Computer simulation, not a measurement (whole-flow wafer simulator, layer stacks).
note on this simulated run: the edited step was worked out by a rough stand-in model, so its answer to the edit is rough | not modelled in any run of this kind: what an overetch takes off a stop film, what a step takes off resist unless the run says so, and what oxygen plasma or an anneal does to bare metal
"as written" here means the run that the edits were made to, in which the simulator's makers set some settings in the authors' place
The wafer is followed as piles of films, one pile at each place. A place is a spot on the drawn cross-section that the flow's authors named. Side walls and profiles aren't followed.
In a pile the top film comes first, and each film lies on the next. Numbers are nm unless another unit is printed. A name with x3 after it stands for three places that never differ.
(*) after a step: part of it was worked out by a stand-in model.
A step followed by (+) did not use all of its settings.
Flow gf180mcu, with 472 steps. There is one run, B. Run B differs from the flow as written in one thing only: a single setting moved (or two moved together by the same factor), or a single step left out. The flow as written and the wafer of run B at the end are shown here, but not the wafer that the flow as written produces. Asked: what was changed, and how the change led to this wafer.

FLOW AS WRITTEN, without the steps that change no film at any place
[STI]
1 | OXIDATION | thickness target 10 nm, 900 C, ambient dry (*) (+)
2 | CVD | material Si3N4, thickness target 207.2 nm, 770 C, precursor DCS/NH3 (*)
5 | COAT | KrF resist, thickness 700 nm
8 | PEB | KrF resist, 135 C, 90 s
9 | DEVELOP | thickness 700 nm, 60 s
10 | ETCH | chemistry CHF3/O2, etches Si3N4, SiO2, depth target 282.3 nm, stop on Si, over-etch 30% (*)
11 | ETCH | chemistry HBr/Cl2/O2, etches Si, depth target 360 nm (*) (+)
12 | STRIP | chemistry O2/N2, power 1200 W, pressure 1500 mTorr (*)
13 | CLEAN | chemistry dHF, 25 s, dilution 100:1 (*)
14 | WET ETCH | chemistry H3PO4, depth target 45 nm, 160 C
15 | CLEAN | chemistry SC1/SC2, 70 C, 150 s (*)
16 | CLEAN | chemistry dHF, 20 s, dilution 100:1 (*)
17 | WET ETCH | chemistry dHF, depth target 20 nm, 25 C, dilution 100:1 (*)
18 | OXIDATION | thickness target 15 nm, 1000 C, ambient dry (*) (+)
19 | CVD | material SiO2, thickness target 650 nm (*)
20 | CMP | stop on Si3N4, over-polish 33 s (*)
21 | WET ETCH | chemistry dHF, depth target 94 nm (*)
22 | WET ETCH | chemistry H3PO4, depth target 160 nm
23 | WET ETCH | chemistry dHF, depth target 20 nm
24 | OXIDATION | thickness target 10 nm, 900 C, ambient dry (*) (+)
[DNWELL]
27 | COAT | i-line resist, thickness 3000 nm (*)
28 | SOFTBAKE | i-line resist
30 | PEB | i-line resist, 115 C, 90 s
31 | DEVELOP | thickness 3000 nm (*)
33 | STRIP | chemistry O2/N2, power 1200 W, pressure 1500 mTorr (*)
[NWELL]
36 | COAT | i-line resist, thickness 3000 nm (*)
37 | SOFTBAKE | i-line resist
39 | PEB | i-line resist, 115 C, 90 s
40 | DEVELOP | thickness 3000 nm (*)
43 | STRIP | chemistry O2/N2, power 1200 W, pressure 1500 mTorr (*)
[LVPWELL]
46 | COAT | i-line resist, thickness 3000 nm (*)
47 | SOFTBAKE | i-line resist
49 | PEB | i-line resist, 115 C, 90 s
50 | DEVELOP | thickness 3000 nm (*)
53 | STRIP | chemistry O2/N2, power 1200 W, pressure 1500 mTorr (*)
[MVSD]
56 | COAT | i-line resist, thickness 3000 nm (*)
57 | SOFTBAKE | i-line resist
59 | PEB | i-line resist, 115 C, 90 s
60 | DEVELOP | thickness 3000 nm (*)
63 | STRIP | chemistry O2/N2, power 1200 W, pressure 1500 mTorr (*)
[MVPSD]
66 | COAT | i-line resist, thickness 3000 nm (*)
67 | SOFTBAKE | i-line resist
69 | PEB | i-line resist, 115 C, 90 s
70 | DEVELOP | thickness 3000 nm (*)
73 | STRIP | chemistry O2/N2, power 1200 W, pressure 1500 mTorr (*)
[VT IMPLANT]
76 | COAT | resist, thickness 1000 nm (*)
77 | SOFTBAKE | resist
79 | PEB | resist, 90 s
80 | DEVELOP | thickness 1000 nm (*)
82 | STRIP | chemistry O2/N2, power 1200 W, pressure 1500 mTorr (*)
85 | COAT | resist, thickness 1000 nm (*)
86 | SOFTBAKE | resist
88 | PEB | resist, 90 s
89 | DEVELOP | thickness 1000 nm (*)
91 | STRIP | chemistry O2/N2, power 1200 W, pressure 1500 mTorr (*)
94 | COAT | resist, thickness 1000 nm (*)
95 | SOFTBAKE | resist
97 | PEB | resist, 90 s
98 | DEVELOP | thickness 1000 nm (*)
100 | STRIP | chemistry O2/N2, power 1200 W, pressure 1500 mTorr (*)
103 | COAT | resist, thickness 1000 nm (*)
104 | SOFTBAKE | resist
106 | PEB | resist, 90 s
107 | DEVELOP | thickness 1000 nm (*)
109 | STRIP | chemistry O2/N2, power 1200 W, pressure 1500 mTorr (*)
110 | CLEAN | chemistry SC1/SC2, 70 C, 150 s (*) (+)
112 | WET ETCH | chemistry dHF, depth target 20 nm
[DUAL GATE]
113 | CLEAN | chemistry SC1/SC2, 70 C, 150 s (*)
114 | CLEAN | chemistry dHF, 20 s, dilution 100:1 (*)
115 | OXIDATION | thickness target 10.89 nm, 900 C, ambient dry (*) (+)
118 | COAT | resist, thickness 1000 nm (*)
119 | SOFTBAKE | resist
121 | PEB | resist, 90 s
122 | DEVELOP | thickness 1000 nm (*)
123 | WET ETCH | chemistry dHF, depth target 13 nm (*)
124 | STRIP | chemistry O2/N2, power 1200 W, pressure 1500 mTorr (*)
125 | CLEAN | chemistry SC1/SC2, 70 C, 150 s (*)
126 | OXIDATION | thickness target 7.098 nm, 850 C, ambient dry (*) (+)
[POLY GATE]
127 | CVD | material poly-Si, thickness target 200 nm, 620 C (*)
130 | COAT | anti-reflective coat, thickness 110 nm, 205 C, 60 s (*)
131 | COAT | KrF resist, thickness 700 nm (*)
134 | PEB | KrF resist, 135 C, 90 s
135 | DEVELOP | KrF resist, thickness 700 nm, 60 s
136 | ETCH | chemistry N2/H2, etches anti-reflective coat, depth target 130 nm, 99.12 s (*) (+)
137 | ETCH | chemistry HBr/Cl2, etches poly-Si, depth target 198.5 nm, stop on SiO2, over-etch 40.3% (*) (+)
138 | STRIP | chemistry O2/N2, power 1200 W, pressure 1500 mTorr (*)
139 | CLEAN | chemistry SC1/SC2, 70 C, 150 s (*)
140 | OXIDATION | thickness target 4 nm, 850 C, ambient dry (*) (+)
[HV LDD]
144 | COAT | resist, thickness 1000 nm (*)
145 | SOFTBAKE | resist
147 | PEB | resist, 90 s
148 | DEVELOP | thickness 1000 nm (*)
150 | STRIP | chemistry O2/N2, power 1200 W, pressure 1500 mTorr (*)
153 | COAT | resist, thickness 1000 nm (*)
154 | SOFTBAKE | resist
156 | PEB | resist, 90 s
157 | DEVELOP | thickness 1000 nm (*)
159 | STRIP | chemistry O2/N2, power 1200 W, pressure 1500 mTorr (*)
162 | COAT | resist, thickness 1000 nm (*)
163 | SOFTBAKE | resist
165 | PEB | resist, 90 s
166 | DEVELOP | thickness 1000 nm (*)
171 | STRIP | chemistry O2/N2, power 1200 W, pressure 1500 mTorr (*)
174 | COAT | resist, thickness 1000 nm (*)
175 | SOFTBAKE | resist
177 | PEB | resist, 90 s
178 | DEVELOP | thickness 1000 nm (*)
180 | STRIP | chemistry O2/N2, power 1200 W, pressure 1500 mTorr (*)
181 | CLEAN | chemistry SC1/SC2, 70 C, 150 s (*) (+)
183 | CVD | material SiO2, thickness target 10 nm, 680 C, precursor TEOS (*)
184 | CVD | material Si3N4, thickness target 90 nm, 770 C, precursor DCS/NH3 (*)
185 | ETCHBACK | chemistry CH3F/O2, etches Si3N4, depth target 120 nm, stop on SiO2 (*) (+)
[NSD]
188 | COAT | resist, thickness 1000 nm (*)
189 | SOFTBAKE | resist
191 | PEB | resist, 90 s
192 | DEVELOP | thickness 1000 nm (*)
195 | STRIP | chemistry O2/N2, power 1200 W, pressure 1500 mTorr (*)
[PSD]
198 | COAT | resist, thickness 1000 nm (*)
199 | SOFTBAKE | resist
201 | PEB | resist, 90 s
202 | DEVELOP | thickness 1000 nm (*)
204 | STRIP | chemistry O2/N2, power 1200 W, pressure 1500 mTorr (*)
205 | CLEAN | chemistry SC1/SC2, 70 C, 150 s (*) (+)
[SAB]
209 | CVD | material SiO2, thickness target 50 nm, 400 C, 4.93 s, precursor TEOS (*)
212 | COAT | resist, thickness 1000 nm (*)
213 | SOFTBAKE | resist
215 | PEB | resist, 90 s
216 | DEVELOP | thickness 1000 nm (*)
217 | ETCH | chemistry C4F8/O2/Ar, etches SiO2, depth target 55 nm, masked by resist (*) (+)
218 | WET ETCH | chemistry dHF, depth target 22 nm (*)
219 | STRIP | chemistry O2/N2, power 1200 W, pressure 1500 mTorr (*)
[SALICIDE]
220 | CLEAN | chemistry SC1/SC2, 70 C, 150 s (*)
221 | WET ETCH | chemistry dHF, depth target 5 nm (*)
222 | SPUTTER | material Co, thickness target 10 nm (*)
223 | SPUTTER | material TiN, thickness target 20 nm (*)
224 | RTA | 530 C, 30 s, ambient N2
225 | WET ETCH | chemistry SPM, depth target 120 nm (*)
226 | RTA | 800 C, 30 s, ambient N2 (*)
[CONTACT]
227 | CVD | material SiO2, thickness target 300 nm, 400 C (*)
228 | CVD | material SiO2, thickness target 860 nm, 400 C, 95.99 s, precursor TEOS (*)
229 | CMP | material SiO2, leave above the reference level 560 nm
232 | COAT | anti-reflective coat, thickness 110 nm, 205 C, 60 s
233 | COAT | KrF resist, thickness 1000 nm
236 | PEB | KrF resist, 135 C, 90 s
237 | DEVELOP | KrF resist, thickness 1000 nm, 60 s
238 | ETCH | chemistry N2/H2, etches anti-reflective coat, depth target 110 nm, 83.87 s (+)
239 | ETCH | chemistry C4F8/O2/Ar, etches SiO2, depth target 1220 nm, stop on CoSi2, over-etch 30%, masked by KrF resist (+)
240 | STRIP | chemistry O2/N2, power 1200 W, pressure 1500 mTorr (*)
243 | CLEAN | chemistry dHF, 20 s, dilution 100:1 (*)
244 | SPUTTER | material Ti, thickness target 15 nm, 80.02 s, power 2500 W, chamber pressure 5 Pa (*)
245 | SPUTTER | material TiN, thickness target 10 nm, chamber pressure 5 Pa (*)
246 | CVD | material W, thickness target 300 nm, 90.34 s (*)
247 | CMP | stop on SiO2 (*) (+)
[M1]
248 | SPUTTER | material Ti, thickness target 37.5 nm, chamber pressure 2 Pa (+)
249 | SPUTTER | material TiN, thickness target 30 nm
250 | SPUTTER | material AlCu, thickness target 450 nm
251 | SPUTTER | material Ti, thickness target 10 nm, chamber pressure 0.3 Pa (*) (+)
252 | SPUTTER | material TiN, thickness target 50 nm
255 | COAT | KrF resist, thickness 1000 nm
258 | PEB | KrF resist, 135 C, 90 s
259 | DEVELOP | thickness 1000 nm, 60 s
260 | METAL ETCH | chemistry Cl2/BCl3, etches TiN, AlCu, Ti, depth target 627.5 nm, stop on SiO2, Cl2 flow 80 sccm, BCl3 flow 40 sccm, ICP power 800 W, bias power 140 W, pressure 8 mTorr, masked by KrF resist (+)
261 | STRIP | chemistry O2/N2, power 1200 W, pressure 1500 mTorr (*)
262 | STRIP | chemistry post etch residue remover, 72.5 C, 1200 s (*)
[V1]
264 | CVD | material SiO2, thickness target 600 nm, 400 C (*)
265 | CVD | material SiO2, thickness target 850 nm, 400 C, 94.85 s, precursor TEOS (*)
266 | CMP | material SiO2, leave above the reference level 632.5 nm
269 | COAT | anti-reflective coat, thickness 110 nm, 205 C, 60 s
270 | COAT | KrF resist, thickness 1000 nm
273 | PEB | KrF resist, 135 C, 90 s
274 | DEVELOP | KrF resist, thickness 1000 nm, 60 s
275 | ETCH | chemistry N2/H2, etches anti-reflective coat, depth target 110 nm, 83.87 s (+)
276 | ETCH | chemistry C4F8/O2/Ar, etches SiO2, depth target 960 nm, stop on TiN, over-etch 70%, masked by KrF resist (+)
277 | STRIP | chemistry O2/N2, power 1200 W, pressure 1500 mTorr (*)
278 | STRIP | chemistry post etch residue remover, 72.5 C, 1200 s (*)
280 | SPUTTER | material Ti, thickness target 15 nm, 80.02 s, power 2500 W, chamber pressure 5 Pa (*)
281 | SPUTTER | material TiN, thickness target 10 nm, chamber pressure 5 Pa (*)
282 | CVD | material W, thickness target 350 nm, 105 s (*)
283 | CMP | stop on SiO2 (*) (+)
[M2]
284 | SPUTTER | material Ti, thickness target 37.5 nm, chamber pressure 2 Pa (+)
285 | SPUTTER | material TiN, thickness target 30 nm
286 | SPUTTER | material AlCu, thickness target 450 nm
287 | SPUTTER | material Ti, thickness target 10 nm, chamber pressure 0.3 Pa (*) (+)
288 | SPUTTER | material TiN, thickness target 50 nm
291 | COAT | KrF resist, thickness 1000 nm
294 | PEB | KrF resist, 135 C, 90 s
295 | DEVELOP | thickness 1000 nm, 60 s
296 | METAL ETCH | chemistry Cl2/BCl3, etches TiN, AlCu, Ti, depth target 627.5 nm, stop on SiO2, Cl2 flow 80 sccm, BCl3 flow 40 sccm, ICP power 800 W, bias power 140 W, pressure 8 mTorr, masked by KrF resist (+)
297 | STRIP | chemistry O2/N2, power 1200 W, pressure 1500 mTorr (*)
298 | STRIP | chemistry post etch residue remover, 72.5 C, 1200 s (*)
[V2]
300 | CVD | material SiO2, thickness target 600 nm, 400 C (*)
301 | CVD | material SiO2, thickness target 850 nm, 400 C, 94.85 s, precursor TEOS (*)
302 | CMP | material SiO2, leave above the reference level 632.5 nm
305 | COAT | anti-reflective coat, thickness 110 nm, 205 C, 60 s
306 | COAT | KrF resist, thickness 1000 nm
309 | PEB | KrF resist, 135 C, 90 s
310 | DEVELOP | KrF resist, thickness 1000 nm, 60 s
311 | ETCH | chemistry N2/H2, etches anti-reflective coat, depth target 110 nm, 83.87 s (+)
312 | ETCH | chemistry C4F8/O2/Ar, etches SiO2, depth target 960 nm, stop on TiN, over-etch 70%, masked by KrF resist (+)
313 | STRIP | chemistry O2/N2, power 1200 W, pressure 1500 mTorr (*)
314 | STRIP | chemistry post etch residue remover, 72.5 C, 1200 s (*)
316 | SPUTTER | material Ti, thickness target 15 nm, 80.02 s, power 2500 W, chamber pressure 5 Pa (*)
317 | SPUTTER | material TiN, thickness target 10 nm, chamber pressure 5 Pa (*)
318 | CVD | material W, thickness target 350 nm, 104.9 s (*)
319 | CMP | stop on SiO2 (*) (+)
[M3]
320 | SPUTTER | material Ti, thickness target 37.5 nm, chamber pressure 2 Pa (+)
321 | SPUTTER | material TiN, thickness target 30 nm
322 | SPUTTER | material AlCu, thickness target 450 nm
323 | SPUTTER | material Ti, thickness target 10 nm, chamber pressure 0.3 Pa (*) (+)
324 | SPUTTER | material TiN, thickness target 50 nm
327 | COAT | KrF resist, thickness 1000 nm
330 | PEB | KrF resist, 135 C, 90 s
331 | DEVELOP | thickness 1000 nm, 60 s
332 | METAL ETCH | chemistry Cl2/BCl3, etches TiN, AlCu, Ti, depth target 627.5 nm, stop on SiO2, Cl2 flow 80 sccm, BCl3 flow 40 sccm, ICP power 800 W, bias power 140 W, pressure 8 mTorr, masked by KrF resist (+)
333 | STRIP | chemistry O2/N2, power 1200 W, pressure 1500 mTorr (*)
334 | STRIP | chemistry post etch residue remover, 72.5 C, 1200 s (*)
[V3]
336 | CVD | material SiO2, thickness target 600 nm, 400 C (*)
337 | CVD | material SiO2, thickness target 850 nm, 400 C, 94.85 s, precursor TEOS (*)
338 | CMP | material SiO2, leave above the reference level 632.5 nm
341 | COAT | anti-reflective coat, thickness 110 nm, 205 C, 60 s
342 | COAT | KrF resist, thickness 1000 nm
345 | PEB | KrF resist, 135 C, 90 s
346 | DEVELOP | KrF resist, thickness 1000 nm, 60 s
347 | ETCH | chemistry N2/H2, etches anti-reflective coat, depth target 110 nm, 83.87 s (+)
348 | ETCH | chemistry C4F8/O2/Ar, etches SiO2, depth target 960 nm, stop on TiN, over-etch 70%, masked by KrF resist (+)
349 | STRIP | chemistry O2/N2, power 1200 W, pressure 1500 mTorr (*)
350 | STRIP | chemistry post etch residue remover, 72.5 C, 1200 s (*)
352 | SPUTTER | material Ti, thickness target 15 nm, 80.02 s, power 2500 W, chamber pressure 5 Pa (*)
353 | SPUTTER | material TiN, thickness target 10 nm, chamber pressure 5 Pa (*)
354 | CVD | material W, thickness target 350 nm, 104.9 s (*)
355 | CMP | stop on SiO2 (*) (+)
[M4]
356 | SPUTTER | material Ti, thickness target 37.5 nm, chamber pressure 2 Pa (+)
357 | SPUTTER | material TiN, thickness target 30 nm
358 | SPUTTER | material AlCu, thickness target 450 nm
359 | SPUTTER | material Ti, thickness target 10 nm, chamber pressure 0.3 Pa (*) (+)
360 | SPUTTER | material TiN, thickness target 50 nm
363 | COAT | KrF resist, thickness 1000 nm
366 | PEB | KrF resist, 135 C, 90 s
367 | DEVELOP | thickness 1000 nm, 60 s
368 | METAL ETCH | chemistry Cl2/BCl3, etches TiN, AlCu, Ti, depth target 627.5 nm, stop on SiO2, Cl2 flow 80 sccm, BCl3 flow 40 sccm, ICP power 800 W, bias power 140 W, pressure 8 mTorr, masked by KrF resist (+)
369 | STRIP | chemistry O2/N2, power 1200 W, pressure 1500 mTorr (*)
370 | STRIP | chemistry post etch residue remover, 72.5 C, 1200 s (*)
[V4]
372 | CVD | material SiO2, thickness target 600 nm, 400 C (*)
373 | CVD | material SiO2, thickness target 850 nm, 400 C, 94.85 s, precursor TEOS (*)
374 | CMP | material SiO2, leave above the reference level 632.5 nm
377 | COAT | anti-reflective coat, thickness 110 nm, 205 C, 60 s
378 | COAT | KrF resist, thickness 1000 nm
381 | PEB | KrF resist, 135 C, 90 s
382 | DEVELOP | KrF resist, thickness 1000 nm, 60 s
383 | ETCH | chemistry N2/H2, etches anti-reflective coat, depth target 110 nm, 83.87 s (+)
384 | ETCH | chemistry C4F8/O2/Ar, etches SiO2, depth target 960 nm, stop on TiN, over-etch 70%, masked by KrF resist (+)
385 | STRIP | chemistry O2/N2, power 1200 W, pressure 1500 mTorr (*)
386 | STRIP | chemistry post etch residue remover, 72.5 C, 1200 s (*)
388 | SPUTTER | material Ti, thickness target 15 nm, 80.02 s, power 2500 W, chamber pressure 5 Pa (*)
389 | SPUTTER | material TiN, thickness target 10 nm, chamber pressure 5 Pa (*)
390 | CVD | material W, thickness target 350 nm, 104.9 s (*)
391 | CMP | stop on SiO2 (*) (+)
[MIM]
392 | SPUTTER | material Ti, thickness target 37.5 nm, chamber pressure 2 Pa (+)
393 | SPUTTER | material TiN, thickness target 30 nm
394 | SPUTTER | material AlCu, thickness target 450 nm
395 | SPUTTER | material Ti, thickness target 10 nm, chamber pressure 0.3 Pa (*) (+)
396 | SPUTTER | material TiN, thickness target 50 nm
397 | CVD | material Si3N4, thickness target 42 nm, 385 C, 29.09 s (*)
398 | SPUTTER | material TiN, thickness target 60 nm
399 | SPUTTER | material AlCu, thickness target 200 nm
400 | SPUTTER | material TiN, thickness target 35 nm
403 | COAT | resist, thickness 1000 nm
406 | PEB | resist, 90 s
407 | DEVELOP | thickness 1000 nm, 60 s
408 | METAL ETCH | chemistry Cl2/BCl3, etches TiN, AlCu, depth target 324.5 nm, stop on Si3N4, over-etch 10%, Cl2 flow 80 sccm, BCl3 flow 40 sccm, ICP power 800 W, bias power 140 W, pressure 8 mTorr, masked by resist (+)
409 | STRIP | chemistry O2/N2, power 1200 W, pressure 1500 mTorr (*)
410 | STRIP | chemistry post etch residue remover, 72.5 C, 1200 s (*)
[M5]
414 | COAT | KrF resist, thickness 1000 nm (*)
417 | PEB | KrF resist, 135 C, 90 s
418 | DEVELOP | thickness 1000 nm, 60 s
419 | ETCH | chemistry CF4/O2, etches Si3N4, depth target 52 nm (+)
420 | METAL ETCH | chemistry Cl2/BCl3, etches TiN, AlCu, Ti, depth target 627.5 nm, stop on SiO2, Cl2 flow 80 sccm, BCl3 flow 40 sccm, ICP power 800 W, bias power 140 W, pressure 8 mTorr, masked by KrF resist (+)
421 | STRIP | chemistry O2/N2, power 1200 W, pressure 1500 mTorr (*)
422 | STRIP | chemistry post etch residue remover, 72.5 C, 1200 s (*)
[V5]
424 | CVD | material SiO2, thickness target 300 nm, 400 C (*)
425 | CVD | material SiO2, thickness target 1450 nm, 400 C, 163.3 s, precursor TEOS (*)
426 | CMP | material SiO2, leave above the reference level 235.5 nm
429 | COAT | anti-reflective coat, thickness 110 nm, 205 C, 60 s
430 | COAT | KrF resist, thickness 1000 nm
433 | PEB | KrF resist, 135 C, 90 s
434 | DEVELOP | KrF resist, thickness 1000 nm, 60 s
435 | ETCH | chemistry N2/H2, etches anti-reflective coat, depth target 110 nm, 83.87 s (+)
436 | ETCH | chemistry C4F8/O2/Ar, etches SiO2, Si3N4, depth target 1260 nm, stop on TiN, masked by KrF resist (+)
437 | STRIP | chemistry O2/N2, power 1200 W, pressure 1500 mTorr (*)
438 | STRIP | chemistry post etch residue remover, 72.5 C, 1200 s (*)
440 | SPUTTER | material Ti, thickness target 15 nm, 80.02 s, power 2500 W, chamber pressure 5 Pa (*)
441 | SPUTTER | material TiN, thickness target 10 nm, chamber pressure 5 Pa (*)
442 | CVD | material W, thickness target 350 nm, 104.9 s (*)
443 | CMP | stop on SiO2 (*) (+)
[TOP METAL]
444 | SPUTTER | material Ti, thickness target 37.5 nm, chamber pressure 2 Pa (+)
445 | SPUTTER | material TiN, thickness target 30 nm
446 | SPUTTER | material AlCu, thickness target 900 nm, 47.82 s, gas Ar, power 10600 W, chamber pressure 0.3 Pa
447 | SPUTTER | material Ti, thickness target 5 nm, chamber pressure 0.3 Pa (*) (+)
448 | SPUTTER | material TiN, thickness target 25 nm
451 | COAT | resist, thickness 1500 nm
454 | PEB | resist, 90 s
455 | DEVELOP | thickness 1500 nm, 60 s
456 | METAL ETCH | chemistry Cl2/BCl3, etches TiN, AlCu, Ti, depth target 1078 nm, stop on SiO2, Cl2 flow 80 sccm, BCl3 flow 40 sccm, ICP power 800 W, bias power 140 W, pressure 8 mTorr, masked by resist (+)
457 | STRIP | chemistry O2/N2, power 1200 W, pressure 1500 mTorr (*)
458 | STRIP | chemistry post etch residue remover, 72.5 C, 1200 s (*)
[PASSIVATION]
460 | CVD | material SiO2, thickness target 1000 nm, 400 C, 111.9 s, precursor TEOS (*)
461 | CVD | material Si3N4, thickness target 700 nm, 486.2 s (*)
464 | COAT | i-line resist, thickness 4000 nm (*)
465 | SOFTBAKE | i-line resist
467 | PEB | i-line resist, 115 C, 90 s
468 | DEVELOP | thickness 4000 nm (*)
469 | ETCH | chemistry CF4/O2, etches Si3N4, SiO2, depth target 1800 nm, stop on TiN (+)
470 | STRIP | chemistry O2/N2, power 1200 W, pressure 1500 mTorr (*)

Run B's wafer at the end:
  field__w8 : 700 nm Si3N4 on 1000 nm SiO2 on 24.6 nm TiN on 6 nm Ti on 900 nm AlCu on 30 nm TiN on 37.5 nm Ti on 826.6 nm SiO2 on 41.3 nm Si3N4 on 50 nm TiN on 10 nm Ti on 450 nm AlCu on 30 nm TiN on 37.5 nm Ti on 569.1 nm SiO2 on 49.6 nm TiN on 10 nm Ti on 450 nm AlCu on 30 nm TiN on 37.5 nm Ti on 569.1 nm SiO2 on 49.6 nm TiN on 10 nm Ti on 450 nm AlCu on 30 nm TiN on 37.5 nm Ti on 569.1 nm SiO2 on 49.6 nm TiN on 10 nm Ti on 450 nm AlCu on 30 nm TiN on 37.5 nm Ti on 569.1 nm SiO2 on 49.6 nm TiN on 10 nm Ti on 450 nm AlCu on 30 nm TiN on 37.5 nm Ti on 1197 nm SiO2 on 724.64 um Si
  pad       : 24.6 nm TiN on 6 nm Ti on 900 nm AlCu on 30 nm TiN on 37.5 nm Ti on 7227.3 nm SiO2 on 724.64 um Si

Cause: step 447, SPUTTER: thickness target 6 nm was run, while the flow as written has thickness target 5 nm.
The wafer lets one read it off: field__w8 has Ti 6, and step 447 as written asks for 5 nm.

Step by step, how the change led to this:
  447 | SPUTTER | material Ti, thickness target 5 nm, chamber pressure 0.3 Pa (*) (+)
      field, field__w1, field__w2 and 109 more: +6 Ti (new film) (in the flow as written it would be: +5 Ti (new film))
  456 | METAL ETCH | chemistry Cl2/BCl3, etches TiN, AlCu, Ti, depth target 1078 nm, stop on SiO2, Cl2 flow 80 sccm, BCl3 flow 40 sccm, ICP power 800 W, bias power 140 W, pressure 8 mTorr, masked by resist (+)
      field, field__w1, field__w2 and 103 more: -25 TiN (all of it), -6 Ti (all of it), -900 AlCu (all of it), -30 TiN (all of it), -37.5 Ti (all of it) (in the flow as written it would be: -25 TiN (all of it), -5 Ti (all of it), -900 AlCu (all of it), -30 TiN (all of it), -37.5 Ti (all of it))
